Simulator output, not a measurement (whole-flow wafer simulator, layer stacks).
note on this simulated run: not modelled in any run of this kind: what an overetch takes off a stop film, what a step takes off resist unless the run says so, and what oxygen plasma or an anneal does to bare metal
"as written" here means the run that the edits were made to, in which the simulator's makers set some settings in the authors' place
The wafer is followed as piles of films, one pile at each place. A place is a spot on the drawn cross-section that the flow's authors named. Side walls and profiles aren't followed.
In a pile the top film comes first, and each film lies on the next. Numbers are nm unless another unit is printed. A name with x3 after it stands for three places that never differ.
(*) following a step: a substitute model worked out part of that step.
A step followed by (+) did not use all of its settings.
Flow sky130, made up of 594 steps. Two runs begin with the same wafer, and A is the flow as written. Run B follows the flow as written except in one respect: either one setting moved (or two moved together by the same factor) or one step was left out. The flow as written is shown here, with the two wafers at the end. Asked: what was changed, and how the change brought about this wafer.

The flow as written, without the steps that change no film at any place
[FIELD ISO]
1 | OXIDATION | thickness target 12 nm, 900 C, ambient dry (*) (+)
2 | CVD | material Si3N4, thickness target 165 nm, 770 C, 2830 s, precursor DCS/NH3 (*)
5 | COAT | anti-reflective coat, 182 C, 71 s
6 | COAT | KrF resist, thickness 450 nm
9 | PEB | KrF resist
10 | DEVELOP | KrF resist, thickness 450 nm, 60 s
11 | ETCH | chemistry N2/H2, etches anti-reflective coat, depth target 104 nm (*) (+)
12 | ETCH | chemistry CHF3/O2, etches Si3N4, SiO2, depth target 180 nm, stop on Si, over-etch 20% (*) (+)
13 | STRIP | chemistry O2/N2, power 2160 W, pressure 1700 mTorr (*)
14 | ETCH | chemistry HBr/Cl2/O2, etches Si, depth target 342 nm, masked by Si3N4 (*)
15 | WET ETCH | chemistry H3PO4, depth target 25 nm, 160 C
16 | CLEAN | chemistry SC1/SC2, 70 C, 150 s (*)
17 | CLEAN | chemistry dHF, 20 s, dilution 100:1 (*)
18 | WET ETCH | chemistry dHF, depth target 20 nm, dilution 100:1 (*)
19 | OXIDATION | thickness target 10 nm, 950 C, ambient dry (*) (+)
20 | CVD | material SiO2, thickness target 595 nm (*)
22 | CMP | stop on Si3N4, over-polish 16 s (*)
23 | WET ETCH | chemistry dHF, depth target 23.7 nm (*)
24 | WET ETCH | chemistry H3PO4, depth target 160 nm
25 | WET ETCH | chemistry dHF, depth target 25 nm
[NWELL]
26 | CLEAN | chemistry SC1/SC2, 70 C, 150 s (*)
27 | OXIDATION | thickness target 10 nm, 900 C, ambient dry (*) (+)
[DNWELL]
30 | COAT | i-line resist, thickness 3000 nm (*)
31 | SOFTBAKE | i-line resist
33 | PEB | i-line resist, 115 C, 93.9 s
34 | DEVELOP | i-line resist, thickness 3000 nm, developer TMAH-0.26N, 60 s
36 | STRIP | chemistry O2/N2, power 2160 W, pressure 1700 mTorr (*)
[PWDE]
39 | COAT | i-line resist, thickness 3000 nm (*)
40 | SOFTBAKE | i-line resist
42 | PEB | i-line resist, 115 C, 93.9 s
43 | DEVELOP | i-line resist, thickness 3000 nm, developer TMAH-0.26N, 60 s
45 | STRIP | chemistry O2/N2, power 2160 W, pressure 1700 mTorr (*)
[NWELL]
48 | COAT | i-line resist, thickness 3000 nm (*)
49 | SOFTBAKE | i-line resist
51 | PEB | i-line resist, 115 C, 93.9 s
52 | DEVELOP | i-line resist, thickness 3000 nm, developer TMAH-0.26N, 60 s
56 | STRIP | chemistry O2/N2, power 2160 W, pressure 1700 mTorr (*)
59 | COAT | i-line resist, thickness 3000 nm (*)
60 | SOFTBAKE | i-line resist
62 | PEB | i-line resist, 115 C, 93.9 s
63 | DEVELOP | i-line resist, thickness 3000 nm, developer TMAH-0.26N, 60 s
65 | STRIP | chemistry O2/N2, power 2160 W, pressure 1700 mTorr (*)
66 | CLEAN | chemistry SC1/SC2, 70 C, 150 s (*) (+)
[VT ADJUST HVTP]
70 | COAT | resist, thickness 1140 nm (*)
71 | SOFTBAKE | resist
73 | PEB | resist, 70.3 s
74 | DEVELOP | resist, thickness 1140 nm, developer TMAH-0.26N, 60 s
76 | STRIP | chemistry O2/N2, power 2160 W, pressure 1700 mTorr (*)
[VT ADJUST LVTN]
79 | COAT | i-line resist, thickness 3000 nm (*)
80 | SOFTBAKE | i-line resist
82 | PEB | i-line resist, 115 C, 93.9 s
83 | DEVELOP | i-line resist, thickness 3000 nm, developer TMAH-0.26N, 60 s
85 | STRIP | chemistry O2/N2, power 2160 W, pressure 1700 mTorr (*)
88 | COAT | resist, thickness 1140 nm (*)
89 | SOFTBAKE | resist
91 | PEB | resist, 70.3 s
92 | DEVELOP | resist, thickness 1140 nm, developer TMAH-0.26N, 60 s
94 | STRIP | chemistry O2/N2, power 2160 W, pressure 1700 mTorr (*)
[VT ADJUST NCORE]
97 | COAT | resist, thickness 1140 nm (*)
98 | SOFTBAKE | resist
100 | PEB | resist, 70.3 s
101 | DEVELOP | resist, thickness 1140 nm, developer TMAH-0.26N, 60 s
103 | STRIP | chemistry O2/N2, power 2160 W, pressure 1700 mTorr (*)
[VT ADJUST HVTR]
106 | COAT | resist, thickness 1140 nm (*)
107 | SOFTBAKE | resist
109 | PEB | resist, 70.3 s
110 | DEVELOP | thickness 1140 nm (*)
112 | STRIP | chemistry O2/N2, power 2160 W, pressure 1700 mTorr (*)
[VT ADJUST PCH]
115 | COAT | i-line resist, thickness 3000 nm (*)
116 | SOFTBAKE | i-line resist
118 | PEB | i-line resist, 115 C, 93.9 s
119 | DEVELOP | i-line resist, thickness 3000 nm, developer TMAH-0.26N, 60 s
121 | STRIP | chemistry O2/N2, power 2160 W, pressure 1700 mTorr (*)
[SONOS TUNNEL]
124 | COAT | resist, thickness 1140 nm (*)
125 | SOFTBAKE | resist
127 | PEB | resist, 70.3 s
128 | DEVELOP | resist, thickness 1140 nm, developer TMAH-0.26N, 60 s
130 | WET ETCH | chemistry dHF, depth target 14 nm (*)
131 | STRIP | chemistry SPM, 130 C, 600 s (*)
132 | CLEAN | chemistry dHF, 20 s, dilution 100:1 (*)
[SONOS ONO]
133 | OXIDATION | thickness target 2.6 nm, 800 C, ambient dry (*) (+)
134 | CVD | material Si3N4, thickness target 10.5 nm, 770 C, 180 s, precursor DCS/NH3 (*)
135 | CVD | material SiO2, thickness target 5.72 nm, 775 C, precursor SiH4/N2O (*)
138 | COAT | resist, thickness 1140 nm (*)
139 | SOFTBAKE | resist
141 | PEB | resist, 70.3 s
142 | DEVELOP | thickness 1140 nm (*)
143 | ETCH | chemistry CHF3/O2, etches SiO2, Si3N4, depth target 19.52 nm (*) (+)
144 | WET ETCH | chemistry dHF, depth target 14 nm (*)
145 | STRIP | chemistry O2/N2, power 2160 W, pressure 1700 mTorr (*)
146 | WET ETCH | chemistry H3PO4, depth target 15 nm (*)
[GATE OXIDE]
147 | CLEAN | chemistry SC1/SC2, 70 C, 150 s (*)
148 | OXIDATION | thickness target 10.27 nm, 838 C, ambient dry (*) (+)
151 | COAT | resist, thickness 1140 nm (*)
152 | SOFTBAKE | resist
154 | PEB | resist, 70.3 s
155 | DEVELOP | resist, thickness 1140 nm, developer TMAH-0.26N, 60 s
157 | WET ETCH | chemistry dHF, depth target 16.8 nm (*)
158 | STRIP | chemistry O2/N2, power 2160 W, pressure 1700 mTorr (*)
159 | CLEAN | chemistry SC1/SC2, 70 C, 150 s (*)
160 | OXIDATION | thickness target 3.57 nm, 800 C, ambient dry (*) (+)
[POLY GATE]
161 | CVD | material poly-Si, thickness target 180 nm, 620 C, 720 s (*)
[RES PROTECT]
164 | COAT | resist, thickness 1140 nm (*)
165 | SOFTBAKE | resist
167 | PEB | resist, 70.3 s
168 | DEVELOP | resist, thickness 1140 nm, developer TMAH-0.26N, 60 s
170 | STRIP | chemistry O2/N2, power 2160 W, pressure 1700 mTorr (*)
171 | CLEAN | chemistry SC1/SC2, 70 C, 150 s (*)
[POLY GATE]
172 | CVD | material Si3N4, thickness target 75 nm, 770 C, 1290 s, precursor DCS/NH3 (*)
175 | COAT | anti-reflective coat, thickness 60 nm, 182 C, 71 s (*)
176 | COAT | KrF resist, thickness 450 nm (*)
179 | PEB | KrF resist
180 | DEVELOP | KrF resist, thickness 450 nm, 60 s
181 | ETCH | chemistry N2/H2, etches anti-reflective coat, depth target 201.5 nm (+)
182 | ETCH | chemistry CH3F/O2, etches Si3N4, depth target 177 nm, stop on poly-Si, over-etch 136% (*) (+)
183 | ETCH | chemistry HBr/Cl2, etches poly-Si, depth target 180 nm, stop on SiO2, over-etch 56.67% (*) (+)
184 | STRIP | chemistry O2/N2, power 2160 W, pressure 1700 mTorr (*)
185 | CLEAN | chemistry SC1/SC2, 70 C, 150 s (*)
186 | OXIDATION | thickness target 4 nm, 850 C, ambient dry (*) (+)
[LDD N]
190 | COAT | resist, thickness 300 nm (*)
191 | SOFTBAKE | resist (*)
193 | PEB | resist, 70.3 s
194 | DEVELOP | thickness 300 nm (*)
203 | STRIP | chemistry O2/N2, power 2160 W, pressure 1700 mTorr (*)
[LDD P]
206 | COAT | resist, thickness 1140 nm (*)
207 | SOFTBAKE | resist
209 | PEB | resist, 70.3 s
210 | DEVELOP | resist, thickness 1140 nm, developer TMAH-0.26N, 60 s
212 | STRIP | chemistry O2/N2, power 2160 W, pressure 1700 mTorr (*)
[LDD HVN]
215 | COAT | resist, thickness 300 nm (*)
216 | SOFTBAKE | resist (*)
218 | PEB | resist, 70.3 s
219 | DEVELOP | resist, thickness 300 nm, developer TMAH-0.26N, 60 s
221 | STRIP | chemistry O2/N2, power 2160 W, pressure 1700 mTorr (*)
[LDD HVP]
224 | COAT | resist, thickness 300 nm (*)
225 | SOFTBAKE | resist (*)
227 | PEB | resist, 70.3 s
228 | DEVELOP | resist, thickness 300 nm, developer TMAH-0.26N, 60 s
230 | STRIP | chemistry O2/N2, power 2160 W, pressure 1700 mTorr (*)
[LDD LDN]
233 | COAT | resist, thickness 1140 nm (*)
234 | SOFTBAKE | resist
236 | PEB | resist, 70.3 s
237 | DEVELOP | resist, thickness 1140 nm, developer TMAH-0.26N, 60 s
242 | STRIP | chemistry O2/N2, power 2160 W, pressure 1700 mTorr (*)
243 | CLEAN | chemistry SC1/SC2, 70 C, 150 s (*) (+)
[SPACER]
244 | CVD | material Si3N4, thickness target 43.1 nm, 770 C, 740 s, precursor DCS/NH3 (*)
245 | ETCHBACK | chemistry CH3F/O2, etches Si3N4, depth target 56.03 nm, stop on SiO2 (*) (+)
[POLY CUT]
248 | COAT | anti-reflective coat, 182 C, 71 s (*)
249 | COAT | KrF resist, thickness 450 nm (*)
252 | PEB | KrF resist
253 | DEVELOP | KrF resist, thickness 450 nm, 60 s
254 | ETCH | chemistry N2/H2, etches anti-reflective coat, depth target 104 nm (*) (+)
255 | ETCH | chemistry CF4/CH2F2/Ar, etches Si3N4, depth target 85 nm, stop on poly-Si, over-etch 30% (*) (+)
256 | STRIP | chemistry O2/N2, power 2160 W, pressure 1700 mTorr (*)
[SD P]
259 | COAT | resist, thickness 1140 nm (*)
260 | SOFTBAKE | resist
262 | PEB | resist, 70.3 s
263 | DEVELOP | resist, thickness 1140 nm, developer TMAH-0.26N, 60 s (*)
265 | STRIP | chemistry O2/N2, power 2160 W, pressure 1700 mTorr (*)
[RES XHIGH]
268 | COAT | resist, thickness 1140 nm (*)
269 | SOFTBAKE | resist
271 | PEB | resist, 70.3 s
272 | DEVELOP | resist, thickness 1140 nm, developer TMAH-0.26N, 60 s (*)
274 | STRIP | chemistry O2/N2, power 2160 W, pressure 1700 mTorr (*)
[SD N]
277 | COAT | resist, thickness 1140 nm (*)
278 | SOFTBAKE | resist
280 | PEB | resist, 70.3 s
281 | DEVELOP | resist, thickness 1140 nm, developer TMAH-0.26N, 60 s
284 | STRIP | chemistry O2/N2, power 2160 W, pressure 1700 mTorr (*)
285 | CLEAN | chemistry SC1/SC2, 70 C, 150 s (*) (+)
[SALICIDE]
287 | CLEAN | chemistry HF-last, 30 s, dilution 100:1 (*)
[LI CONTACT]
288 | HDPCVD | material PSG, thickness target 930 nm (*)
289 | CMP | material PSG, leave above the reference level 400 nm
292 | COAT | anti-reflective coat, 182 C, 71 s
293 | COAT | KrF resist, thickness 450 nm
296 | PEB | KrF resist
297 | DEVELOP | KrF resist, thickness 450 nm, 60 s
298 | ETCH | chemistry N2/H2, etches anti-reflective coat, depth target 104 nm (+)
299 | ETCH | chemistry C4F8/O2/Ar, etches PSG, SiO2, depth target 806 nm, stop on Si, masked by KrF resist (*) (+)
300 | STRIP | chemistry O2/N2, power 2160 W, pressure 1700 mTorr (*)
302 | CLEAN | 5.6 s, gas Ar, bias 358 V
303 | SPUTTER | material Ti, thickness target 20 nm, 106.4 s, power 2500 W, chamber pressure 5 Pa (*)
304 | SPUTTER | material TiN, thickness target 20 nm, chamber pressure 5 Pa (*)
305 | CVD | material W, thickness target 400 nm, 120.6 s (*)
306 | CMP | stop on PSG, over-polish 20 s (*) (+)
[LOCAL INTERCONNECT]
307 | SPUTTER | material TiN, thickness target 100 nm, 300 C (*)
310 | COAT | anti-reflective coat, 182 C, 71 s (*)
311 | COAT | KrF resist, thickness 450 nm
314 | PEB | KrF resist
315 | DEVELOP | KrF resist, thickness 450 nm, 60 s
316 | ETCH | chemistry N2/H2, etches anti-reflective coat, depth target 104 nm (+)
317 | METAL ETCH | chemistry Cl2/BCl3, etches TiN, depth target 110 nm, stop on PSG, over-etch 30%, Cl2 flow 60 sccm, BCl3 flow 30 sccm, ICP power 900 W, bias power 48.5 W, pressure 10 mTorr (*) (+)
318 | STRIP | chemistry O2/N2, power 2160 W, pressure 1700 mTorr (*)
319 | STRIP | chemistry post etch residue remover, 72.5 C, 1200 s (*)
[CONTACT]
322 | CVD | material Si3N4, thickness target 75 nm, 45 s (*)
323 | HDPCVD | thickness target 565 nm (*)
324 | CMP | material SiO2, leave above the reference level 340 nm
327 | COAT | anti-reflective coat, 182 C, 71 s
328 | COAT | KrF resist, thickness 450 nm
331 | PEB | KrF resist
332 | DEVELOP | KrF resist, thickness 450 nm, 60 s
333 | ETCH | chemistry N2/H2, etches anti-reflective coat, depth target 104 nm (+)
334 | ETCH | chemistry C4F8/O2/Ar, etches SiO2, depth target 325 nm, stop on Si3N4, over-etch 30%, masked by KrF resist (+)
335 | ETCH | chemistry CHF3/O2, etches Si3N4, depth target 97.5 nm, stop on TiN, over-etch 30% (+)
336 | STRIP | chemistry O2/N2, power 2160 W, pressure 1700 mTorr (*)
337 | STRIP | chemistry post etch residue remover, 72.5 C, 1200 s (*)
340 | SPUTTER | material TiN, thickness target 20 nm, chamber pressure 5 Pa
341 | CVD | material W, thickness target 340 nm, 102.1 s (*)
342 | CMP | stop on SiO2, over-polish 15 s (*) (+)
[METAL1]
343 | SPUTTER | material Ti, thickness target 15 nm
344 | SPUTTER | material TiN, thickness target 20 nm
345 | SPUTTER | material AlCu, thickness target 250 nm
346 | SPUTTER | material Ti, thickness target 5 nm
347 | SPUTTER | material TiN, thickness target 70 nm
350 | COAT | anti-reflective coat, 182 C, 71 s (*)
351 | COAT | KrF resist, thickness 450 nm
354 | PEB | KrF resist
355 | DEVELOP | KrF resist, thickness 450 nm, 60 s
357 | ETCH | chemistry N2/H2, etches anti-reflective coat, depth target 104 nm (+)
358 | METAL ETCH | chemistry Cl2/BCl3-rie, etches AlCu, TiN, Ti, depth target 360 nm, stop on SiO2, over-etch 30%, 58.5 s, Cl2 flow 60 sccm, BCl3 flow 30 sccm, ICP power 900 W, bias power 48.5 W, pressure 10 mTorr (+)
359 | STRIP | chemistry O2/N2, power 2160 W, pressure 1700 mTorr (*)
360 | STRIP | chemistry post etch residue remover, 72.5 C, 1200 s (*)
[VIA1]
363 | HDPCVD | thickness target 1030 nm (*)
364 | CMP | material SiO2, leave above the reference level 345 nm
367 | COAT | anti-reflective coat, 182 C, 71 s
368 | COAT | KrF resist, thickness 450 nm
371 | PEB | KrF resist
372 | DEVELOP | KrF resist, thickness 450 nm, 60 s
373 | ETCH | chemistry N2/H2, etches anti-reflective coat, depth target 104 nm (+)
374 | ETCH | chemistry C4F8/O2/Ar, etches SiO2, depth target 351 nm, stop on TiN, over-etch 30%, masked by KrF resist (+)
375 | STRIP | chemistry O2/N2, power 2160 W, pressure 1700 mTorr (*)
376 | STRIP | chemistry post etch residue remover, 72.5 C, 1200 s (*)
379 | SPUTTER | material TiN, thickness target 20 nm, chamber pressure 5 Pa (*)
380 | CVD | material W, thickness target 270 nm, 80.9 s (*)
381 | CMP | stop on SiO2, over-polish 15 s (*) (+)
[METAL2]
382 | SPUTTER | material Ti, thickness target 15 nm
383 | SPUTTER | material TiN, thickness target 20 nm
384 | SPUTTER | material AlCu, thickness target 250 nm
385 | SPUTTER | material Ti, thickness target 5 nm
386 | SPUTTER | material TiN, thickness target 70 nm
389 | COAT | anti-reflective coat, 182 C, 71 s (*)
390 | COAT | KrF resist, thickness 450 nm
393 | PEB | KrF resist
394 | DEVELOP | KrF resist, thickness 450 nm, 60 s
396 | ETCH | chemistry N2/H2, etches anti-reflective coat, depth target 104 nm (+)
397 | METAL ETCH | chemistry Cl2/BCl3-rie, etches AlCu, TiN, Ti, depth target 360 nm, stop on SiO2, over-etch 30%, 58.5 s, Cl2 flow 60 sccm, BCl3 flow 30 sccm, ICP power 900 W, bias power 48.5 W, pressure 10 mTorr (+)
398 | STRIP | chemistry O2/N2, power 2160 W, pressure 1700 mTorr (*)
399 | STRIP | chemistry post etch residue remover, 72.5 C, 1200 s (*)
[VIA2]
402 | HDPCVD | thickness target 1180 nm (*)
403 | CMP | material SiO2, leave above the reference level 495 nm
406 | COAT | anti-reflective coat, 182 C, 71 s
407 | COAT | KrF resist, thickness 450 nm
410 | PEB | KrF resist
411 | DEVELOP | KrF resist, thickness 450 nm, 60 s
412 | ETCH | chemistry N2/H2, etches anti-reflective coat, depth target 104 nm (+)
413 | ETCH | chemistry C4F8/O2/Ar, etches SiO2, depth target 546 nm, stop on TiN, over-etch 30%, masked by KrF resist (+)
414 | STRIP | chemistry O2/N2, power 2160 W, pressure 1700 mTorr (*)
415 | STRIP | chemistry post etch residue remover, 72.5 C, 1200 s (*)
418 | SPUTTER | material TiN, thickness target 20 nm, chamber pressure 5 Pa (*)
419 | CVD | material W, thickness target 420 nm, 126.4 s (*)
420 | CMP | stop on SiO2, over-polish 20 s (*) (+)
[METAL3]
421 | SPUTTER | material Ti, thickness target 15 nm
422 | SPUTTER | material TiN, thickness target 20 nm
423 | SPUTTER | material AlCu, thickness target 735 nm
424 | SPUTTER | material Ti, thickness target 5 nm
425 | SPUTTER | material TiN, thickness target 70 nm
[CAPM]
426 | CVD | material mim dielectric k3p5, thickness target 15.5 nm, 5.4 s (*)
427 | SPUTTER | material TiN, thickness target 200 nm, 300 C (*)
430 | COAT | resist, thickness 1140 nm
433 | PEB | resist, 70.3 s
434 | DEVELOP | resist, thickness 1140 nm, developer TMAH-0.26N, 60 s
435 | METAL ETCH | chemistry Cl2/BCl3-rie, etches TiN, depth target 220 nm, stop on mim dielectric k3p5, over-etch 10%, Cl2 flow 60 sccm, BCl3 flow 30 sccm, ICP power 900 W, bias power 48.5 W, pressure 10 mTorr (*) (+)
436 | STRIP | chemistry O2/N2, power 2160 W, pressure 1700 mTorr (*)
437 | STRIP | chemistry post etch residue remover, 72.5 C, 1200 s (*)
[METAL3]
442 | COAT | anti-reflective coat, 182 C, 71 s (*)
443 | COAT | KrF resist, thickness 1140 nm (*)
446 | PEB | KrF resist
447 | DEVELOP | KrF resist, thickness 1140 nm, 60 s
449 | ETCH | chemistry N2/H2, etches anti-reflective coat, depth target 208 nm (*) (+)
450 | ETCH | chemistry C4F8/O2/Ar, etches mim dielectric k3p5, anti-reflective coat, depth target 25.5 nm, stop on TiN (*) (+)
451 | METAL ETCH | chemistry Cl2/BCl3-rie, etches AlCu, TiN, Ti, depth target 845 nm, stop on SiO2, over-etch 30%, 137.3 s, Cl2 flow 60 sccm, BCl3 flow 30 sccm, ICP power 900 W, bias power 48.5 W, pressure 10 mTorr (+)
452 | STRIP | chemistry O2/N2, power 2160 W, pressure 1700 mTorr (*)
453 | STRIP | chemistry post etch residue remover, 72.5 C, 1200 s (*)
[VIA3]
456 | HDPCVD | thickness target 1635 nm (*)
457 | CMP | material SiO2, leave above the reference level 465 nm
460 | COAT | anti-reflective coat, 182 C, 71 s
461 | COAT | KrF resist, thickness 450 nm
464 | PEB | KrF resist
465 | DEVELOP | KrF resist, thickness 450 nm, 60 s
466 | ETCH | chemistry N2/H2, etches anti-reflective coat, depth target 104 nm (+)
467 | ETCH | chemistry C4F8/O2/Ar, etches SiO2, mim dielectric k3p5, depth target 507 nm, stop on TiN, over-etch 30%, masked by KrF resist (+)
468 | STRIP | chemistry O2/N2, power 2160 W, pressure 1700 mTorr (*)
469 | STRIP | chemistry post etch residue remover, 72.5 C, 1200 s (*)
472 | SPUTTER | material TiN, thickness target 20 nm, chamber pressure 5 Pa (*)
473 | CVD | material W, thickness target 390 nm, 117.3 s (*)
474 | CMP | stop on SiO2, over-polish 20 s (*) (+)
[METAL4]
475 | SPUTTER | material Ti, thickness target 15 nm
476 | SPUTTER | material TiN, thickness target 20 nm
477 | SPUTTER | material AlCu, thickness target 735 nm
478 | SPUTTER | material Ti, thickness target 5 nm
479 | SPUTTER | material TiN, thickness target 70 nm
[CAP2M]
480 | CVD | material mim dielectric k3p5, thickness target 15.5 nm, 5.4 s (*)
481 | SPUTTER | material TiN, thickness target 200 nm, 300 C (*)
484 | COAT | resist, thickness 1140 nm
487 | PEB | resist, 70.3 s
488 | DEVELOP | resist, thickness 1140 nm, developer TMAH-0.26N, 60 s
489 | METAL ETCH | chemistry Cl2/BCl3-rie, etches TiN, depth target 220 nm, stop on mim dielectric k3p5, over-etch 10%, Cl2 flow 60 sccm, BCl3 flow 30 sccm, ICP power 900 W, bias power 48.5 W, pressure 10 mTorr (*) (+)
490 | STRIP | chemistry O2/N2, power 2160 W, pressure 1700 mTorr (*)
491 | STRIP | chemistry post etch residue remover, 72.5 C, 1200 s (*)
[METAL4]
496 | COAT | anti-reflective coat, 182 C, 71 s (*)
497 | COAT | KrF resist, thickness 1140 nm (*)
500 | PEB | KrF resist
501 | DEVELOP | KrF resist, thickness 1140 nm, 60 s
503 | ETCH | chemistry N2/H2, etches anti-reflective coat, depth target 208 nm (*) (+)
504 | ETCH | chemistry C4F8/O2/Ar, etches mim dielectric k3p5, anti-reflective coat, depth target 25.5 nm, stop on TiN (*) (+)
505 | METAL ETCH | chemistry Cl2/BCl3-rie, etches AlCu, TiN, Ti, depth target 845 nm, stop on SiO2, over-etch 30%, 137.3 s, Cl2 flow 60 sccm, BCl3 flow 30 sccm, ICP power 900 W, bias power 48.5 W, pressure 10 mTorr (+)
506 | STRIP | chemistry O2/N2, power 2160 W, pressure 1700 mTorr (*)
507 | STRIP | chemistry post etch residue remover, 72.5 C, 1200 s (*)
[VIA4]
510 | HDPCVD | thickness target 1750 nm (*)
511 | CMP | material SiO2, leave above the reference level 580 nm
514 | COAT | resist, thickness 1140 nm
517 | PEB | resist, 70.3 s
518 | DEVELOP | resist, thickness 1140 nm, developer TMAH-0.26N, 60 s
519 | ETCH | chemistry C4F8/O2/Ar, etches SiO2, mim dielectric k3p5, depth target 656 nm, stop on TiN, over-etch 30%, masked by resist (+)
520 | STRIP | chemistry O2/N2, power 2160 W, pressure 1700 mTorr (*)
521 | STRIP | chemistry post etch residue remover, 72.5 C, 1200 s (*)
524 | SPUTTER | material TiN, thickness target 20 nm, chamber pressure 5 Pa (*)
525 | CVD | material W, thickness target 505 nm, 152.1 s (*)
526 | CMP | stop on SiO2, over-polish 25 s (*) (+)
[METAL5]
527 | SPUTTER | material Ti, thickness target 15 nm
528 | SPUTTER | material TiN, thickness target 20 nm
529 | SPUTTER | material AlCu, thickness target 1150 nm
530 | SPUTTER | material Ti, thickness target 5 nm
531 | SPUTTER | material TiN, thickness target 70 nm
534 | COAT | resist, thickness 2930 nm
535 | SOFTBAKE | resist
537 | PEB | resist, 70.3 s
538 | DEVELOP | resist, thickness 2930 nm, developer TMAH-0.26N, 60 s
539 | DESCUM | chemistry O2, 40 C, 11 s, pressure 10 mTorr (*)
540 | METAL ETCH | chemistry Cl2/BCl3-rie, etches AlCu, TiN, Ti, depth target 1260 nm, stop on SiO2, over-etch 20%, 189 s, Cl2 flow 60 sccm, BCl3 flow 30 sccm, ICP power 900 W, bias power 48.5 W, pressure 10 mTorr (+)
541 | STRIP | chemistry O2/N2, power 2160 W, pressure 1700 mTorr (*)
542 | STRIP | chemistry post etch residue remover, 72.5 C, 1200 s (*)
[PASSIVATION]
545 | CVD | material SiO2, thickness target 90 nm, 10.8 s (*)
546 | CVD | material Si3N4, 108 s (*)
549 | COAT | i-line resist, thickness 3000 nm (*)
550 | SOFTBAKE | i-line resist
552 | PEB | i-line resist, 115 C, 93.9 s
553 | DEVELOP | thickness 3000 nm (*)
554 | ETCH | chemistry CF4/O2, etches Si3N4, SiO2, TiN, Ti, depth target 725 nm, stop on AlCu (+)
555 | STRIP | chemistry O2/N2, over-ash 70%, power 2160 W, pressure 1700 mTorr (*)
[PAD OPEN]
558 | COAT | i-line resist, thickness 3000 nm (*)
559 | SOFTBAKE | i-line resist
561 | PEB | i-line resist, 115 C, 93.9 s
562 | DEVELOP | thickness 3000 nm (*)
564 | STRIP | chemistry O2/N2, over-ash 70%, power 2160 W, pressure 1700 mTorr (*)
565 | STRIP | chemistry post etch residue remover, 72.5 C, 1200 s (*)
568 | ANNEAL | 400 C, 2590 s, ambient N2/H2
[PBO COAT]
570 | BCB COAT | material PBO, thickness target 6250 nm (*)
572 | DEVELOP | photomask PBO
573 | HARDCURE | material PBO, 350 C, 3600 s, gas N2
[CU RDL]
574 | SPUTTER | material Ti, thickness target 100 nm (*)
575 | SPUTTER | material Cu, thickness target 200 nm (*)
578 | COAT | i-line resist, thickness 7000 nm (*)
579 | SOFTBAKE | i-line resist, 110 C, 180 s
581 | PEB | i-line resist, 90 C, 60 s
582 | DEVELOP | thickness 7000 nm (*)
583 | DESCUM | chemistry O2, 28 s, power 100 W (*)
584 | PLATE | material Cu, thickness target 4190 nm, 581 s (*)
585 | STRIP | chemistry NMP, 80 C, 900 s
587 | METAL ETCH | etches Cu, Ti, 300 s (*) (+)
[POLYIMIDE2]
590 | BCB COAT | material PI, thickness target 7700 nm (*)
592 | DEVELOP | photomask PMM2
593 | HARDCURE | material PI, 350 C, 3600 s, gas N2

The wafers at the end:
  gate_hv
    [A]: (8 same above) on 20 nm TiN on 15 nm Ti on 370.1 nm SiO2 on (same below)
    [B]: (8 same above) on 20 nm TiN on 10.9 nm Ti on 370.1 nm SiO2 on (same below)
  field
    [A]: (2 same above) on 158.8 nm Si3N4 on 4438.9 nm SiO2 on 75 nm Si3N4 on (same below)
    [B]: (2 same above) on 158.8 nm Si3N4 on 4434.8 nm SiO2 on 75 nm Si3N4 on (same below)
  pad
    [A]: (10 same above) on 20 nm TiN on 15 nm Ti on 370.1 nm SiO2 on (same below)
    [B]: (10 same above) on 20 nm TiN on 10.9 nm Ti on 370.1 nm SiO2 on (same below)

Cause: step 475, SPUTTER: thickness target 10.9 nm was run, while the flow as written has thickness target 15 nm.
The wafer lets one read it off: gate_hv has Ti 10.9, and step 475 as written asks for 15 nm.

The path from the change to this, step by step:
  475 | SPUTTER | material Ti, thickness target 15 nm
      field, active, n_well and 189 more: A Ti gains 15 (new film) | B Ti gains 10.9 (new film)
  505 | METAL ETCH | chemistry Cl2/BCl3-rie, etches AlCu, TiN, Ti, depth target 845 nm, stop on SiO2, over-etch 30%, 137.3 s, Cl2 flow 60 sccm, BCl3 flow 30 sccm, ICP power 900 W, bias power 48.5 W, pressure 10 mTorr (+)
      field, gate, spacer and 68 more: A TiN loses 70 (all of it), Ti loses 5 (all of it), AlCu loses 735 (all of it), TiN loses 20 (all of it), Ti loses 15 (all of it), SiO2 loses 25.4 | B TiN loses 70 (all of it), Ti loses 5 (all of it), AlCu loses 735 (all of it), TiN loses 20 (all of it), Ti loses 10.9 (all of it), SiO2 loses 25.8
      active, vpp_iso1, mim_edge_plate and 14 more: A TiN loses 70 (all of it), Ti loses 5 (all of it), AlCu loses 735 (all of it), TiN loses 20 (all of it), Ti loses 15 (all of it), SiO2 loses 25.3 | B TiN loses 70 (all of it), Ti loses 5 (all of it), AlCu loses 735 (all of it), TiN loses 20 (all of it), Ti loses 10.9 (all of it), SiO2 loses 25.8
